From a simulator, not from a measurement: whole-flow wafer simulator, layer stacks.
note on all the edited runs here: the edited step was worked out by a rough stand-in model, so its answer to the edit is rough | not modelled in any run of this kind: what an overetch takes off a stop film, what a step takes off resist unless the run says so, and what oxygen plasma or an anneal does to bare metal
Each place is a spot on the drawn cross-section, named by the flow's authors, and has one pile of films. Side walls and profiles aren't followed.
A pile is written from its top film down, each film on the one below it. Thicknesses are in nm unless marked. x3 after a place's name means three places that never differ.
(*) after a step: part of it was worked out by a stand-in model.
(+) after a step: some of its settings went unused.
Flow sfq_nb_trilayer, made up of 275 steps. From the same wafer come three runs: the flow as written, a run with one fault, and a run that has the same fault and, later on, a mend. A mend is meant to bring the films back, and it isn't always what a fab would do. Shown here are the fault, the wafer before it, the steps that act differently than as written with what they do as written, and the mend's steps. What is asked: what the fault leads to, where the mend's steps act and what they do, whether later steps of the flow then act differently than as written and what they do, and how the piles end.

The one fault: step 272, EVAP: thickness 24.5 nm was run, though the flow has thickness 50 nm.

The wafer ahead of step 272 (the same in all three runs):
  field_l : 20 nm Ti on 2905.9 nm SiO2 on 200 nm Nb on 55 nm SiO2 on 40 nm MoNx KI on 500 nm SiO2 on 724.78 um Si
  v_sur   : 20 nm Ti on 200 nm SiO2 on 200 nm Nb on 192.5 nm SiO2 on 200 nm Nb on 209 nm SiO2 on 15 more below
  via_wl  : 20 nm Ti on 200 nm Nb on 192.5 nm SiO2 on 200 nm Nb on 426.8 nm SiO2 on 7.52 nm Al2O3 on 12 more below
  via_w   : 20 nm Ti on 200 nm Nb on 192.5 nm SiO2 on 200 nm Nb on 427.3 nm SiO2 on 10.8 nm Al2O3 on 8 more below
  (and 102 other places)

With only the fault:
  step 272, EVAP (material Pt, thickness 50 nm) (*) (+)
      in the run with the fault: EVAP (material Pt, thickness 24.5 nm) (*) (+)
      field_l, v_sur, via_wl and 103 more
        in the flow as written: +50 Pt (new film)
        in the run with the fault: +24.5 Pt (new film)
  Steps further on in the flow that do not act as written:
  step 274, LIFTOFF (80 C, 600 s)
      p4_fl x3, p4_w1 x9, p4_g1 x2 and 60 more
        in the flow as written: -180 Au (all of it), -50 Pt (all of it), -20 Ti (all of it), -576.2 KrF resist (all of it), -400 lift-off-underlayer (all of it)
        in the run with the fault: -180 Au (all of it), -24.5 Pt (all of it), -20 Ti (all of it), -576.2 KrF resist (all of it), -400 lift-off-underlayer (all of it)
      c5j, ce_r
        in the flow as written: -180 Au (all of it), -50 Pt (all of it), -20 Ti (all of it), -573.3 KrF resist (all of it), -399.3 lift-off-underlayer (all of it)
        in the run with the fault: -180 Au (all of it), -24.5 Pt (all of it), -20 Ti (all of it), -573.3 KrF resist (all of it), -399.3 lift-off-underlayer (all of it)
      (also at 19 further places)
  At field_l, v_sur, via_wl and 8 more, the piles at the end differ from the flow's by more than 2% or 0.5 nm, whichever is larger.
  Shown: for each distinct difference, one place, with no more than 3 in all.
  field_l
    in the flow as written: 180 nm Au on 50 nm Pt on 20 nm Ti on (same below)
    in the run with the fault: 180 nm Au on 24.5 nm Pt on 20 nm Ti on (same below)

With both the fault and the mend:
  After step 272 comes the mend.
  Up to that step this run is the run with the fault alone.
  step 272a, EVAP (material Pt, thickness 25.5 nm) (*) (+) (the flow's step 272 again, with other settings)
      field_l, v_sur, via_wl and 103 more
        +25.5 Pt
  Later steps of the flow that are run all act as written at every place that is followed.
  By the end, the piles equal the flow's at every place that both follow.
